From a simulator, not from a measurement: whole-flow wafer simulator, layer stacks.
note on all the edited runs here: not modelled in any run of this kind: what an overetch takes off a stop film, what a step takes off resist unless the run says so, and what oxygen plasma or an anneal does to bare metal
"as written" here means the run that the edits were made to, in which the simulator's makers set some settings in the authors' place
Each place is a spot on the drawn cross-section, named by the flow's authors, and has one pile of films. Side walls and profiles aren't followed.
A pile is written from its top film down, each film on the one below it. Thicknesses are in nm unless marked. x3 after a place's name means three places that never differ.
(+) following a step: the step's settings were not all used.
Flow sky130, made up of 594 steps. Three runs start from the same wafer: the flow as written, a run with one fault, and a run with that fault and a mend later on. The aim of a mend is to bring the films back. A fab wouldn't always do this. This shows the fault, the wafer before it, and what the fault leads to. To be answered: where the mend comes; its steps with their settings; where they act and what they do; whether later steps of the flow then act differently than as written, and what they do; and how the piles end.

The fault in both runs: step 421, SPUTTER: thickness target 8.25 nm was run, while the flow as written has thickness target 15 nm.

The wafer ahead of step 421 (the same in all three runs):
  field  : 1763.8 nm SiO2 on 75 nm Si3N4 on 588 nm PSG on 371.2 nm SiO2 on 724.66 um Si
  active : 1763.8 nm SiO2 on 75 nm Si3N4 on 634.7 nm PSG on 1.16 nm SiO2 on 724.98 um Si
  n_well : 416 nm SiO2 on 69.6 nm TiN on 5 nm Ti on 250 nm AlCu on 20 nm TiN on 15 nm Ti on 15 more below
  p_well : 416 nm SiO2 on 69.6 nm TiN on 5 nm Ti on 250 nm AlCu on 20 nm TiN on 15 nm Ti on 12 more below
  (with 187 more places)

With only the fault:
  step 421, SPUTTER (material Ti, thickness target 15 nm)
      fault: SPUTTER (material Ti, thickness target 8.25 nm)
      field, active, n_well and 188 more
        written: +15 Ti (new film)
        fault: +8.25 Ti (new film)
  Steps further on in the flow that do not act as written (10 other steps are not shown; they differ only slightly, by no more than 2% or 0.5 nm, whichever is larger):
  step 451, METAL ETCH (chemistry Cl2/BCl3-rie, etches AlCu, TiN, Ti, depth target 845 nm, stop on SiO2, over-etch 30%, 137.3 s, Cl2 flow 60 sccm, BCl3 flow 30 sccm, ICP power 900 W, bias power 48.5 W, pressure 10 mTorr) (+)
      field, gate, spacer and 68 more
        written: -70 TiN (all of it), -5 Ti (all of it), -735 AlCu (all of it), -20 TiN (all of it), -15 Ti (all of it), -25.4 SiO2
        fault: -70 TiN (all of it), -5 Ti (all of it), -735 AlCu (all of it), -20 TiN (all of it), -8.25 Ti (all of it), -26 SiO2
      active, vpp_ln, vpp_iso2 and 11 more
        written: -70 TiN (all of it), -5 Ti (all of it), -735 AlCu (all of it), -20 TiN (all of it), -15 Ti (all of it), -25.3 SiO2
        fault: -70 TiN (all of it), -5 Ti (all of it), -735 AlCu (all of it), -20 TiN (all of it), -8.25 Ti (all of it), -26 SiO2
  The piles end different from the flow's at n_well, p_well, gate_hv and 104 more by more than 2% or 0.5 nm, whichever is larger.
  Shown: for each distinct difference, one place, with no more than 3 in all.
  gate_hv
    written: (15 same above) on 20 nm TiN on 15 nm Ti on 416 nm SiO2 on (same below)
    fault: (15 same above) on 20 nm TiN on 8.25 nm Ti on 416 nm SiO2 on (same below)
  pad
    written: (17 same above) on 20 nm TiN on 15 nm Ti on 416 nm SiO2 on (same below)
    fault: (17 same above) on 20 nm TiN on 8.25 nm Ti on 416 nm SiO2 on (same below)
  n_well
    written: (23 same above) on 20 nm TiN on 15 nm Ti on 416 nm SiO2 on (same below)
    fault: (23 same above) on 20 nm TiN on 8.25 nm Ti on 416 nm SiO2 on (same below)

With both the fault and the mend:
  The mend stands after step 421.
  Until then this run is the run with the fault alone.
  step 421a, SPUTTER (material Ti, thickness target 6.75 nm) (the flow's step 421, run once more with other settings)
      field, active, n_well and 188 more
        +6.75 Ti
  Later steps of the flow that are run all act as written at every place that is followed.
  The piles end the same as the flow's at every place that both follow.
